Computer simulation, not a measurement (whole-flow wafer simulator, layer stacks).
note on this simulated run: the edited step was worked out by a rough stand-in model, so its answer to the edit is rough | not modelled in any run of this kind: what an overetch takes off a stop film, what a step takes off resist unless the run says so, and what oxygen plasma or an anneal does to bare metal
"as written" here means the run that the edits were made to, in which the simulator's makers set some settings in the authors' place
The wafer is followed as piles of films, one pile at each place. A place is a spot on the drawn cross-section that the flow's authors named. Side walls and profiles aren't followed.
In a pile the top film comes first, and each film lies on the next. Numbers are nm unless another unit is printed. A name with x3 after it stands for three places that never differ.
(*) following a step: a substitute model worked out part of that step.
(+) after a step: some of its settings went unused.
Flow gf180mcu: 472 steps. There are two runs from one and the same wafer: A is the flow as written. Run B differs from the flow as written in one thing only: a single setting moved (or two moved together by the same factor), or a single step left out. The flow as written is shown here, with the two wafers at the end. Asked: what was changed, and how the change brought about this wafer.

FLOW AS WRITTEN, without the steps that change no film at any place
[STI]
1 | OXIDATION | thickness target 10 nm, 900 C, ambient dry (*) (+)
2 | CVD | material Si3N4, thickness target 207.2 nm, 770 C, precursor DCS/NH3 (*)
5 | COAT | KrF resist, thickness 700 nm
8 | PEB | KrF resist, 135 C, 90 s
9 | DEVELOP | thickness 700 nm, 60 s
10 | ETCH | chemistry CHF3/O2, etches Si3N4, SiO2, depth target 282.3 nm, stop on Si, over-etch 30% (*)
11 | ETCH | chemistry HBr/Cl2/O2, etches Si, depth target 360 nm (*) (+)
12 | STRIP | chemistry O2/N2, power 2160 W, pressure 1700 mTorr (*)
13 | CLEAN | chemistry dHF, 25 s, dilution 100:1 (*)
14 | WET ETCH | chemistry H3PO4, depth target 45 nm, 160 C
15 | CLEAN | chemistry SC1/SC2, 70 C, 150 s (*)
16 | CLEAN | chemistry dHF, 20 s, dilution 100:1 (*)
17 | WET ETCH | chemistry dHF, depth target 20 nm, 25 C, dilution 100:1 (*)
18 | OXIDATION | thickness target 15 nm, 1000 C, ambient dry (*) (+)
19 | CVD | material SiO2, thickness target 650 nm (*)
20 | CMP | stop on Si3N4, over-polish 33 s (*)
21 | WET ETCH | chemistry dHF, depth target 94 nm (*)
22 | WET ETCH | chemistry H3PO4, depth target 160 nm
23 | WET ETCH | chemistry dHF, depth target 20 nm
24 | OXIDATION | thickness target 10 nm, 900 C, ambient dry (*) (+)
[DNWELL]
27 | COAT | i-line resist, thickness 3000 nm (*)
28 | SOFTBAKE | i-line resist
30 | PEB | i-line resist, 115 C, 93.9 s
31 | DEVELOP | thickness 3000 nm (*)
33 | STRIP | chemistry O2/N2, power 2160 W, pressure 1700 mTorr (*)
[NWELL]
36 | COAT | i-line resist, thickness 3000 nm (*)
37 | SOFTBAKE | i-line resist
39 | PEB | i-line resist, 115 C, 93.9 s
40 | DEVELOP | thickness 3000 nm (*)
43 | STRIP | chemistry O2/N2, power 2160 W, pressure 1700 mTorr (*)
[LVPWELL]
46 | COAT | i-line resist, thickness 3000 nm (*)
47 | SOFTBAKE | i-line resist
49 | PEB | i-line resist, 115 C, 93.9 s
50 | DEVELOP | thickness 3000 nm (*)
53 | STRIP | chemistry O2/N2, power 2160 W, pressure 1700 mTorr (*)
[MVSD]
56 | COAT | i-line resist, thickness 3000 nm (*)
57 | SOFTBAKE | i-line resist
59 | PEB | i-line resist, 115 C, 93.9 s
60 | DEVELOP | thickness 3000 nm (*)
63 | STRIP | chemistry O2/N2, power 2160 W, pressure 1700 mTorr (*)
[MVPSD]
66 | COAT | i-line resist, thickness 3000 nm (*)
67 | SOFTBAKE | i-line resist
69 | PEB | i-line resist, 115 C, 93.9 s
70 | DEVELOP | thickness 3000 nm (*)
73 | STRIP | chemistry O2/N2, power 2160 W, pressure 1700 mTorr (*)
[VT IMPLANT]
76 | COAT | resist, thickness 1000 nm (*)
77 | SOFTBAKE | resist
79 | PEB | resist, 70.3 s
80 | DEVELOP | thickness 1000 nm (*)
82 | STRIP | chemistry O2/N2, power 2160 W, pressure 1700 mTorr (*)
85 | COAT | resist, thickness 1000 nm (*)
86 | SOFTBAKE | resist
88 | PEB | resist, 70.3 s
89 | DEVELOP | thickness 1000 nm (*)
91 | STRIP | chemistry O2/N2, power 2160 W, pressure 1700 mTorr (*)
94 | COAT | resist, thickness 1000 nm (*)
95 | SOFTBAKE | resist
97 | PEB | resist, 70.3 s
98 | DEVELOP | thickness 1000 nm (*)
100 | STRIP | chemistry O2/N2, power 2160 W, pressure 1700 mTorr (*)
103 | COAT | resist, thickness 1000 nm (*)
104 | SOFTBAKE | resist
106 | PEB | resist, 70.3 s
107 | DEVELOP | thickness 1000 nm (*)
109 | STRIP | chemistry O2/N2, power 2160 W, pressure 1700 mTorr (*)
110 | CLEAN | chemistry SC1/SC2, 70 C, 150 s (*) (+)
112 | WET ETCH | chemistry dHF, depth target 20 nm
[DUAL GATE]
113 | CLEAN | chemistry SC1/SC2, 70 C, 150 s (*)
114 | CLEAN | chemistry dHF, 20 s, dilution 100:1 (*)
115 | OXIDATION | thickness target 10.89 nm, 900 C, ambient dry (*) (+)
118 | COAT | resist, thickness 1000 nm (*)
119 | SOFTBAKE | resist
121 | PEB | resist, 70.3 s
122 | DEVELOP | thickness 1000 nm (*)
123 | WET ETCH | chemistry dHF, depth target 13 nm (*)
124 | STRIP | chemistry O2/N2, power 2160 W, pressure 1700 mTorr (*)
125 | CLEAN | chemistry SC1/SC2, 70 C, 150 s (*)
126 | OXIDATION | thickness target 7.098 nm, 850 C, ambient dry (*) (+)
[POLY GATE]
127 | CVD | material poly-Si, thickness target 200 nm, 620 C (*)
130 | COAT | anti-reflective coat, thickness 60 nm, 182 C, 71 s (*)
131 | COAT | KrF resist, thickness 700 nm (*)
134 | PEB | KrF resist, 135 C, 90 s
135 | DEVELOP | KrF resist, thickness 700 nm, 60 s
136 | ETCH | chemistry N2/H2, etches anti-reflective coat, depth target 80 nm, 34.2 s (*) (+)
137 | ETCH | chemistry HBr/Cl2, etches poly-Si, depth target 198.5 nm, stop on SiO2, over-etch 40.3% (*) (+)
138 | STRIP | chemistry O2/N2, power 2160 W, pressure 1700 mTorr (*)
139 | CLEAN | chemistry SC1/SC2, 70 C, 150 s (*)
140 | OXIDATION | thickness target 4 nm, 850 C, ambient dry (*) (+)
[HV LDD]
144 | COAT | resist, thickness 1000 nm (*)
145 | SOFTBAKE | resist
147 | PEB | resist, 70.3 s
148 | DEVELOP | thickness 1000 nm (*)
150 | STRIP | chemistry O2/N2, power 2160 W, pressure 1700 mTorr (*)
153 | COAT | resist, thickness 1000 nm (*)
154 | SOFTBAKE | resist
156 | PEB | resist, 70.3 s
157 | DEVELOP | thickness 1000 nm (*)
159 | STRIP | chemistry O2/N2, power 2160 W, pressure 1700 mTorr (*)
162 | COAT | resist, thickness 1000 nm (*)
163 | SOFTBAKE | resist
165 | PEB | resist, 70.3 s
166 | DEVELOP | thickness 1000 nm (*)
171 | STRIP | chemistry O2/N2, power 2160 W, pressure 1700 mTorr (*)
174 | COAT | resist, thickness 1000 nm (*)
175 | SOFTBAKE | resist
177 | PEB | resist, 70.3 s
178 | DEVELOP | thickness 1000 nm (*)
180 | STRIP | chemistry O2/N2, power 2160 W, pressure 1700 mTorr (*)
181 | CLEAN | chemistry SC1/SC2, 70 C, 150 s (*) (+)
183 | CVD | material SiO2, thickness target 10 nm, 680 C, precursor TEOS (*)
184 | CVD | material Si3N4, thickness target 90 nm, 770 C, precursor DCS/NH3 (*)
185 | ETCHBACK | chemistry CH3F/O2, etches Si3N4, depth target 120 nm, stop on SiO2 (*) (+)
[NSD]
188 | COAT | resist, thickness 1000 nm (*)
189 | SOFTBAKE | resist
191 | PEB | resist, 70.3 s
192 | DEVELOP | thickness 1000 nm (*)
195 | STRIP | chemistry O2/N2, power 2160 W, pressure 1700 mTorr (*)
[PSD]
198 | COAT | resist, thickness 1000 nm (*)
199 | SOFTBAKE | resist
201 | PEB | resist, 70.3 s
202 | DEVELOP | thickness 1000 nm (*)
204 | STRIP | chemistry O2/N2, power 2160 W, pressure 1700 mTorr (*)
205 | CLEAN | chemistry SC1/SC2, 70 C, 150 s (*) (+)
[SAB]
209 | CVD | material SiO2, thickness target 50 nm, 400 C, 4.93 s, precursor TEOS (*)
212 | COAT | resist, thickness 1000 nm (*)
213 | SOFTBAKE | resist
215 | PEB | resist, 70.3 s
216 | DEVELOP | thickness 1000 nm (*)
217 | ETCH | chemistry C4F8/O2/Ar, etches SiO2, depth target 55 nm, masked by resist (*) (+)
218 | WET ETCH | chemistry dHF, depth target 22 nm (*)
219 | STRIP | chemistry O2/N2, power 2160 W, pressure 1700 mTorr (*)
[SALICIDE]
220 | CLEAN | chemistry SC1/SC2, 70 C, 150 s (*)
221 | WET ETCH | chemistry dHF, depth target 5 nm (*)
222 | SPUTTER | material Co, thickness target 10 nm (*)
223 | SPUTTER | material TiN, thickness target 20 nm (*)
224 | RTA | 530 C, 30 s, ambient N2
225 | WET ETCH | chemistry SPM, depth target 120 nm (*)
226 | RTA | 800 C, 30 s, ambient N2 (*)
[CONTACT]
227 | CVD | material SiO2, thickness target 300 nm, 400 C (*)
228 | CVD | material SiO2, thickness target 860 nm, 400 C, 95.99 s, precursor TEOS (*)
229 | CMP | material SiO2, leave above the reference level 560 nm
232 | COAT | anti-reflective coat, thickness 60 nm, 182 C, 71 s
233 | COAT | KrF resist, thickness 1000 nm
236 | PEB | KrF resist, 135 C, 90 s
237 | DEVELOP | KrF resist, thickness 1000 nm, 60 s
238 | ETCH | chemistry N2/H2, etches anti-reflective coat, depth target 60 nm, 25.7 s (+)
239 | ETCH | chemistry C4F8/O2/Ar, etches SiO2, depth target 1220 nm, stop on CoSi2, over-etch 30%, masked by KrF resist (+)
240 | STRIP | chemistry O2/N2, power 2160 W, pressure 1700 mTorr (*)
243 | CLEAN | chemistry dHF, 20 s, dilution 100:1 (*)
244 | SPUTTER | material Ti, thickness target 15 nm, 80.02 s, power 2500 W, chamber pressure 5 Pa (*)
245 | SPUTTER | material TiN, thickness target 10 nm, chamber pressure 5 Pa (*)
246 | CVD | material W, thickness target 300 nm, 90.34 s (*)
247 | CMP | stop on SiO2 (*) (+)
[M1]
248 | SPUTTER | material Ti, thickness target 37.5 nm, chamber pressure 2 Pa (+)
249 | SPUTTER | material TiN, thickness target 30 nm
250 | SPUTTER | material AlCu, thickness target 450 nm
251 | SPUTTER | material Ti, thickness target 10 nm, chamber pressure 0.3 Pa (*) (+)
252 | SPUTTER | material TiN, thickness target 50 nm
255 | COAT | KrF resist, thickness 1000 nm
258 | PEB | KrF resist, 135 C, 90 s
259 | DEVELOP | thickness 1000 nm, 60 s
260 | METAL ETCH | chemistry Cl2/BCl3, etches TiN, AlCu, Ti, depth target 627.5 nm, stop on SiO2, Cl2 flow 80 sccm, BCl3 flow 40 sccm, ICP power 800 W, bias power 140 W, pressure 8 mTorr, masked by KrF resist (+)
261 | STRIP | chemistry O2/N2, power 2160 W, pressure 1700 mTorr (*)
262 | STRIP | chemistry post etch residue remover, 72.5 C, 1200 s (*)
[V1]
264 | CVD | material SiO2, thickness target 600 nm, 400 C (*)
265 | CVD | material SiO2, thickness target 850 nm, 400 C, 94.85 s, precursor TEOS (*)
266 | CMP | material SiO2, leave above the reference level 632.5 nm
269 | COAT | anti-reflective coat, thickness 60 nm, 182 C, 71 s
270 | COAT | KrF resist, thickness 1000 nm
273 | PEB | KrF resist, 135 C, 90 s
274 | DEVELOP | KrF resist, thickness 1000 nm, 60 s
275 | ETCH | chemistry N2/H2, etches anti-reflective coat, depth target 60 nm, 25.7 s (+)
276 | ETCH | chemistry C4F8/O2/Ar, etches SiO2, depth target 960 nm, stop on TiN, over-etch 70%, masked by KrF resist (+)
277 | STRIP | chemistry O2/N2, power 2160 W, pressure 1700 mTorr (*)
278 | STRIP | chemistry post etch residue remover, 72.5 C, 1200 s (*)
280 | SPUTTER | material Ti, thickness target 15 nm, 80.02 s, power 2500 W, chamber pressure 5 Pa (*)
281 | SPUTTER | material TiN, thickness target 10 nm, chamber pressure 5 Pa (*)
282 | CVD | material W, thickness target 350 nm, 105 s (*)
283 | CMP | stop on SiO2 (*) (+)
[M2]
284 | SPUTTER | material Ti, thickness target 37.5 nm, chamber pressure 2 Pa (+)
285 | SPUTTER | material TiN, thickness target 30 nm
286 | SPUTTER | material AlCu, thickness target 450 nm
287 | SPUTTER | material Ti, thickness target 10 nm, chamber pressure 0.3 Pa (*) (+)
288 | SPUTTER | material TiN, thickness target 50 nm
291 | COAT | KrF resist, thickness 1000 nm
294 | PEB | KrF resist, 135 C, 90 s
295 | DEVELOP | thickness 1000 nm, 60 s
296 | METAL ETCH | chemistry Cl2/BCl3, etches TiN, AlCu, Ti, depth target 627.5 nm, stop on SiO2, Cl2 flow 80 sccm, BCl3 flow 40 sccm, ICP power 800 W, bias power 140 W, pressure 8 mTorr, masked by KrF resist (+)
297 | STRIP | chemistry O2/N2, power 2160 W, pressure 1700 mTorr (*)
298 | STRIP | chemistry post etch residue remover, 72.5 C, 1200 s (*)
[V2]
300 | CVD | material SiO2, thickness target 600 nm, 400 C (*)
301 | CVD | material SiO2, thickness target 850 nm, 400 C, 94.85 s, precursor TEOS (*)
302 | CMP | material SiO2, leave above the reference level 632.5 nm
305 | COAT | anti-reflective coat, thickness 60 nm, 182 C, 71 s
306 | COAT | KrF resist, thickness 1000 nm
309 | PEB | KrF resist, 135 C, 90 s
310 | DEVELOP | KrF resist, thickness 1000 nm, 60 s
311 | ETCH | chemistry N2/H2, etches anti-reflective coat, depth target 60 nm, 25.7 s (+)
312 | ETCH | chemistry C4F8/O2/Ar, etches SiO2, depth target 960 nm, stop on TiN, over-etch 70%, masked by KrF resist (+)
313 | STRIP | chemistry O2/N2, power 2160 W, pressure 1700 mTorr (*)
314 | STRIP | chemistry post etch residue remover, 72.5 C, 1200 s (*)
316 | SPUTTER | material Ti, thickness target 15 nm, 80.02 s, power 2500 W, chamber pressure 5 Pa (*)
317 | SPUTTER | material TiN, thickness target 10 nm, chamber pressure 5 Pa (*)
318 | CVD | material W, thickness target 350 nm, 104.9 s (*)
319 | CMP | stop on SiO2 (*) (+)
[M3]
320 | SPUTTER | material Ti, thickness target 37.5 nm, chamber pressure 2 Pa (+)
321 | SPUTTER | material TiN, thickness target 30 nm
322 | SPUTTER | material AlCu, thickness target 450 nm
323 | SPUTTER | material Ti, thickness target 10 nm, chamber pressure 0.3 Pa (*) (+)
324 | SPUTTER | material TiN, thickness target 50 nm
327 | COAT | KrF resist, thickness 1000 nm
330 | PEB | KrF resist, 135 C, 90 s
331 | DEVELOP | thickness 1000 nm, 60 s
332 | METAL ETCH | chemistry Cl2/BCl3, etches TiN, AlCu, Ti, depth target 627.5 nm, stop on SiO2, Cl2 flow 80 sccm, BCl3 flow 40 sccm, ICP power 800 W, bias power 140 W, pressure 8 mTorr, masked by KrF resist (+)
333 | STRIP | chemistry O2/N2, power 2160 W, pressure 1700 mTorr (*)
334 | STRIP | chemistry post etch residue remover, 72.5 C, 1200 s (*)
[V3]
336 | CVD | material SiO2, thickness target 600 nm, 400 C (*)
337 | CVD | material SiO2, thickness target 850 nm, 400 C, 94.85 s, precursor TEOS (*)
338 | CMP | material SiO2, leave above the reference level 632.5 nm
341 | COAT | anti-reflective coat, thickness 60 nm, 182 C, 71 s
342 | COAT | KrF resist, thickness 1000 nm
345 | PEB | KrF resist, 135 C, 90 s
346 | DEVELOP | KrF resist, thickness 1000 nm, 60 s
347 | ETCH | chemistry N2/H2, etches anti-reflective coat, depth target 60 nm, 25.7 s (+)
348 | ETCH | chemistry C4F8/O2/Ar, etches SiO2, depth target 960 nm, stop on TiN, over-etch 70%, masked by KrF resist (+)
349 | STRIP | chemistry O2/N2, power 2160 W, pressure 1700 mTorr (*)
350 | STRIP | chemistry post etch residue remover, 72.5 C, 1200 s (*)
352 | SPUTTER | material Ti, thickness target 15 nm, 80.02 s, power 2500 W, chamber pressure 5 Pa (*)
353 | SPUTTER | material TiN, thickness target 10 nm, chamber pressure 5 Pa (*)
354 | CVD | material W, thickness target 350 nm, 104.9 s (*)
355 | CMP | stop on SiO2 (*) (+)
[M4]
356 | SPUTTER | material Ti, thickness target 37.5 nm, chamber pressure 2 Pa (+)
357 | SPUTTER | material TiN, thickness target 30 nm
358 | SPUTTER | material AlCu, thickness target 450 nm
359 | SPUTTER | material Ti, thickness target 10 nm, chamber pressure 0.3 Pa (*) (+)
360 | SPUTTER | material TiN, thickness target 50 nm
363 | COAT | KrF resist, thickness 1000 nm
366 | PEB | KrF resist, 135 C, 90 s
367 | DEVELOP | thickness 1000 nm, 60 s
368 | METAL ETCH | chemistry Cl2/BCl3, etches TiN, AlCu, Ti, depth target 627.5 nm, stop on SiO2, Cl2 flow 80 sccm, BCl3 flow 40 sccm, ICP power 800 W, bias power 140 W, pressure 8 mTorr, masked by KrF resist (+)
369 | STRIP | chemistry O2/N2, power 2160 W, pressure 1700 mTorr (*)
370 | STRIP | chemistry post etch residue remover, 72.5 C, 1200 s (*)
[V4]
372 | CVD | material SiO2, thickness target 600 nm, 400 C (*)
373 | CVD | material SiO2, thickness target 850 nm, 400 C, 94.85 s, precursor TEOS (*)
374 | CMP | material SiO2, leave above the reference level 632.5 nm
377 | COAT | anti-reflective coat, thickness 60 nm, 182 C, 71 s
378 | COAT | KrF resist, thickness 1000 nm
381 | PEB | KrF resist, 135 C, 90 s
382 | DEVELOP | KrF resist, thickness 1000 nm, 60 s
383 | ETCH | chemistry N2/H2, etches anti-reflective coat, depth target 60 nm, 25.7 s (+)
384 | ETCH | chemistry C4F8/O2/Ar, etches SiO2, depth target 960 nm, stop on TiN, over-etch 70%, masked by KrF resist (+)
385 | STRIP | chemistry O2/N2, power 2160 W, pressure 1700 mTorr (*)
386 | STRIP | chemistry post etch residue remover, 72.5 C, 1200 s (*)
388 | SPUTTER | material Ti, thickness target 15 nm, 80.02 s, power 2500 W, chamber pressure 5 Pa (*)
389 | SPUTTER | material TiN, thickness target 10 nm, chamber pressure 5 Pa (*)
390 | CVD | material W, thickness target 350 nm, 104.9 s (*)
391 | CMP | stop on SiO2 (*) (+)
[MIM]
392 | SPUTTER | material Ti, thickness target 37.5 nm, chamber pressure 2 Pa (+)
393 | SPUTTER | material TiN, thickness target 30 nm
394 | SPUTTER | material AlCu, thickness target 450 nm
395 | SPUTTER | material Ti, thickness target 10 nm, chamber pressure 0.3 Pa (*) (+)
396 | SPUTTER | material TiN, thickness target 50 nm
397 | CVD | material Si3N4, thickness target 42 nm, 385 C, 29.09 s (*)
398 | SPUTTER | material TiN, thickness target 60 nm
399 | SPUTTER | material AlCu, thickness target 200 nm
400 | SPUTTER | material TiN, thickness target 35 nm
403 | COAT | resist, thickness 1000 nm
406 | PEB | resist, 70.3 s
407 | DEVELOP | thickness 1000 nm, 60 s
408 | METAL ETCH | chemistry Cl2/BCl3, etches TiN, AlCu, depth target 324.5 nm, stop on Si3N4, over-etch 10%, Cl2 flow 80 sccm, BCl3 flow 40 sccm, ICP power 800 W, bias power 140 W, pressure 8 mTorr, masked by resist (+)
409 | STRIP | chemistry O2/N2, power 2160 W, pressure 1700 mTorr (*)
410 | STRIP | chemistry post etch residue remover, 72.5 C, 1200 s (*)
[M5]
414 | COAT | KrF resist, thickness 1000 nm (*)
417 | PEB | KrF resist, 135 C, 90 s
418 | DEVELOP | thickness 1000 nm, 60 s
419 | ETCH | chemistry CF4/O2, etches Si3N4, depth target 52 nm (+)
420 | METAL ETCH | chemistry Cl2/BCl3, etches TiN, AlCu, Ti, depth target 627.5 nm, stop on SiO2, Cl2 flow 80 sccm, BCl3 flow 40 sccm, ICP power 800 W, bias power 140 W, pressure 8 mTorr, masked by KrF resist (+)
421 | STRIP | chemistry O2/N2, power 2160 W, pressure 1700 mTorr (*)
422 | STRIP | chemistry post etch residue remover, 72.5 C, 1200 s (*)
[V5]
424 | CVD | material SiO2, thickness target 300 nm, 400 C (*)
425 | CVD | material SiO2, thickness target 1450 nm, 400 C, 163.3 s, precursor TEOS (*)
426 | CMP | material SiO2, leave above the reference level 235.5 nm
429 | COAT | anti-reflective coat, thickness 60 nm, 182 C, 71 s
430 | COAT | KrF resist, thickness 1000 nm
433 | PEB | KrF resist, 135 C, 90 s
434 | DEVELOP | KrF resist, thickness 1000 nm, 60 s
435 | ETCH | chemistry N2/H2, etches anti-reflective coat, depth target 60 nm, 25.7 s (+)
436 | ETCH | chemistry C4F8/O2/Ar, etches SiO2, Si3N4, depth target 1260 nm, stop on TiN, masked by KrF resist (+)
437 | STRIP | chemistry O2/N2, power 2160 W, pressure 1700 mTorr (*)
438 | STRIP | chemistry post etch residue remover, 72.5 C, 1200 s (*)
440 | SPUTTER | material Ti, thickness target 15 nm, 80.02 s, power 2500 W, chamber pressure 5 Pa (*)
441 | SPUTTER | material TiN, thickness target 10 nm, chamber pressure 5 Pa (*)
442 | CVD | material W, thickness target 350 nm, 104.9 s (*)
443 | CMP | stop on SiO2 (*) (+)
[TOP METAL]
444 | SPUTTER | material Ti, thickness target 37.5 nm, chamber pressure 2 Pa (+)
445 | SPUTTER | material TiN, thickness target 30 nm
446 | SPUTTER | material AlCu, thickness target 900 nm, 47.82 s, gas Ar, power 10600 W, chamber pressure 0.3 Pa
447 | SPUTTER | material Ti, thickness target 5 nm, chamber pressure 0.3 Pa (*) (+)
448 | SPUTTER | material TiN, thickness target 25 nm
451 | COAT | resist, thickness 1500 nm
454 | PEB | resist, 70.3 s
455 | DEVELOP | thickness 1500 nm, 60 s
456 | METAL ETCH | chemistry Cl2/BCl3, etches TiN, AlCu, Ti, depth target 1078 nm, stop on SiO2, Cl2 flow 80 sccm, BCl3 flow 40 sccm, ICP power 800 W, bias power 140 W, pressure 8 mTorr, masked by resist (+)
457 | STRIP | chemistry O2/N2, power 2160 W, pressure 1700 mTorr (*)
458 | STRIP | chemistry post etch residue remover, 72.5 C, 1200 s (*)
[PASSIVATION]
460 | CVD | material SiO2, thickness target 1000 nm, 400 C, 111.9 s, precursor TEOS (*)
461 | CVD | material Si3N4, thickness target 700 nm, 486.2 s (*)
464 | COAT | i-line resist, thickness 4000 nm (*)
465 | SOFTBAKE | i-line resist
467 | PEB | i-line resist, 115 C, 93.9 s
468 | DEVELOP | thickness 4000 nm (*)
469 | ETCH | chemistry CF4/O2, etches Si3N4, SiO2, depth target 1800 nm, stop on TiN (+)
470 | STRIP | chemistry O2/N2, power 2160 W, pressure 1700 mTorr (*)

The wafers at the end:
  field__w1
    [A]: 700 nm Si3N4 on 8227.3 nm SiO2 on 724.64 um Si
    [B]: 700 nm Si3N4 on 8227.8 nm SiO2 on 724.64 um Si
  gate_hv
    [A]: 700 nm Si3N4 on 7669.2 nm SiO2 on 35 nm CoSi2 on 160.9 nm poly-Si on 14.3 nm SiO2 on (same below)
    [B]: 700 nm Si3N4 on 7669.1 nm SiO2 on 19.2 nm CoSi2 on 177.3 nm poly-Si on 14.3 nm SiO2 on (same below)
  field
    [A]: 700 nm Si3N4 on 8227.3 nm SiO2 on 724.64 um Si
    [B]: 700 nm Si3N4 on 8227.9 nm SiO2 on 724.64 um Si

Cause: step 222, SPUTTER: thickness target 5.5 nm was run, whereas the flow has thickness target 10 nm.

The path from the change to this, step by step:
  222 | SPUTTER | material Co, thickness target 10 nm (*)
      field, field__w7, field__w8 and 71 more: A Co gains 10 (new film) | B Co gains 5.5 (new film)
      field__w6, field_sub, field_sub__w2: A Co gains 9.95 (new film) | B Co gains 5.47 (new film)
      (also at 34 further places)
  224 | RTA | 530 C, 30 s, ambient N2
      gate, gate_hv, gate_p and 22 more: A under 1 film: CoSi gains 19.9 (new film), Co loses 10 (all of it), poly-Si loses 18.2 | B under 1 film: CoSi gains 10.9 (new film), Co loses 5.5 (all of it), poly-Si loses 10
      active, p_well, sd_n and 11 more: A under 1 film: CoSi gains 19.9 (new film), Co loses 10 (all of it), Si loses 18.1 | B under 1 film: CoSi gains 10.9 (new film), Co loses 5.5 (all of it), Si loses 9.97
      (also at 10 further places)
  225 | WET ETCH | chemistry SPM, depth target 120 nm (*)
      field, field__w7, field__w8 and 32 more: A TiN loses 20 (all of it), Co loses 10 (all of it) | B TiN loses 20 (all of it), Co loses 5.5 (all of it)
      field__w9, nw_enc_fld_lv__w3: A TiN loses 19.1 (all of it), Co loses 9.6 (all of it) | B TiN loses 19.1 (all of it), Co loses 5.28 (all of it)
      (also at 25 further places)
  226 | RTA | 800 C, 30 s, ambient N2 (*)
      gate, gate_hv, gate_p and 22 more: A CoSi2 gains 35 (new film), CoSi loses 19.9 (all of it), poly-Si loses 18.2 | B CoSi2 gains 19.2 (new film), CoSi loses 10.9 (all of it), poly-Si loses 10
      active, p_well, sd_n and 11 more: A CoSi2 gains 35 (new film), CoSi loses 19.9 (all of it), Si loses 18.1 | B CoSi2 gains 19.2 (new film), CoSi loses 10.9 (all of it), Si loses 9.97
      (also at 10 further places)
